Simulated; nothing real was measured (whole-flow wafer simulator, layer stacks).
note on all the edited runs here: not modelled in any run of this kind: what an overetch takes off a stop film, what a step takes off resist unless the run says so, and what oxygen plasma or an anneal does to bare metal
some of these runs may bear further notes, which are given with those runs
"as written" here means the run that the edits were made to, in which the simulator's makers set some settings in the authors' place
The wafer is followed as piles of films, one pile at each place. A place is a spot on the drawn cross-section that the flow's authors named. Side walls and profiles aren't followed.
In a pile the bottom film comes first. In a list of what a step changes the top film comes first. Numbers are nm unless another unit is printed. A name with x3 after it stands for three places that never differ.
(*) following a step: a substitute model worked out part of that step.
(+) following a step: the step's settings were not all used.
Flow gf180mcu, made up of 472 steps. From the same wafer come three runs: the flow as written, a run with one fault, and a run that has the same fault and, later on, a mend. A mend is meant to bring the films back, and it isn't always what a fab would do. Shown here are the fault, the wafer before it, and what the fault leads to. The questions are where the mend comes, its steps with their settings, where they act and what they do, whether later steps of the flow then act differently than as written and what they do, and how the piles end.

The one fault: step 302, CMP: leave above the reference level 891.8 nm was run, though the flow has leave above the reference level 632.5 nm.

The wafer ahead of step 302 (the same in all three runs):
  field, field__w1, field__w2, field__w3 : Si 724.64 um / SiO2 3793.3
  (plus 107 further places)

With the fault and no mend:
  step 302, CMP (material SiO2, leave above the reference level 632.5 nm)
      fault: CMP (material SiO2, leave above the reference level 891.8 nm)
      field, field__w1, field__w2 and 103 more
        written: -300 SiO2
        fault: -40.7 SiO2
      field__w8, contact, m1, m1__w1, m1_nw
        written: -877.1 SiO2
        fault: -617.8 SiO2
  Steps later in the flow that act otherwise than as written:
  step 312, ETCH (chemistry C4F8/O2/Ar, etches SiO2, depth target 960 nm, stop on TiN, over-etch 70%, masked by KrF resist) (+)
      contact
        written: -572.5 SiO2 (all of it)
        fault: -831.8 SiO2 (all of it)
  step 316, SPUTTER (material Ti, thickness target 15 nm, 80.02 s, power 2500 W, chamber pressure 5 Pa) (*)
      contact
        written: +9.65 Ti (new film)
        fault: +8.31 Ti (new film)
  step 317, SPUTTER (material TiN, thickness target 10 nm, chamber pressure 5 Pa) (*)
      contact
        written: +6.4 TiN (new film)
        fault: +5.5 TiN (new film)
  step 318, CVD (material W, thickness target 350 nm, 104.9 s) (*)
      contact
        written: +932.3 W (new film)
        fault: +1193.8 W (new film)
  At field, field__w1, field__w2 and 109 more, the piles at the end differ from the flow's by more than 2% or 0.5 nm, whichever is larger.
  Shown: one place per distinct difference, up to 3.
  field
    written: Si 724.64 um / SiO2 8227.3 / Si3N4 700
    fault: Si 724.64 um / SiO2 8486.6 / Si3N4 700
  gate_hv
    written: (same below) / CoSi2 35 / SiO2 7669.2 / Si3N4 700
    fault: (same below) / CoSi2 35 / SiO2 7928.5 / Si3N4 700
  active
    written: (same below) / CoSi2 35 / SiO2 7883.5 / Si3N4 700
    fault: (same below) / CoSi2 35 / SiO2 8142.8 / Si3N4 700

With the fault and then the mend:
  The mend follows step 310.
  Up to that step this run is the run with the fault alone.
  step 310a, STRIP (chemistry O2/N2, power 2160 W, pressure 1700 mTorr) (*)
      field, field__w1, field__w2 and 107 more
        -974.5 KrF resist (all of it), -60 anti-reflective coat (all of it)
      contact
        -60 anti-reflective coat (all of it)
  step 310b, CMP (material SiO2, leave above the reference level 632.5 nm) (the flow's step 302, run once more)
      field, field__w1, field__w2 and 108 more
        -259.3 SiO2
  step 310c, HMDS (120 C, 60 s) (the flow's step 304, run once more)
      does not change any film at any place that is followed
  step 310d, COAT (anti-reflective coat, thickness 60 nm, 182 C, 71 s) (the flow's step 305, run once more)
      field, field__w1, field__w2 and 108 more
        +60 anti-reflective coat (new film)
  step 310e, COAT (KrF resist, thickness 1000 nm) (the flow's step 306, run once more)
      field, field__w1, field__w2 and 108 more
        +1000 KrF resist (new film)
  step 310f, SOFTBAKE (KrF resist) (the flow's step 307, run once more)
      does not change any film at any place that is followed
  step 310g, EXPOSE (photomask Via2) (the flow's step 308, run once more)
      does not change any film at any place that is followed
  step 310h, PEB (KrF resist, 135 C, 90 s) (the flow's step 309, run once more)
      field, field__w1, field__w2 and 108 more
        -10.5 KrF resist
  step 310i, DEVELOP (KrF resist, thickness 1000 nm, 60 s) (the flow's step 310, run once more)
      field, field__w1, field__w2 and 107 more
        -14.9 KrF resist
      contact
        -989.5 KrF resist (all of it)
  None of the later steps of the flow acts differently than as written at any place that is followed.
  The piles end the same as the flow's at every place that both follow.
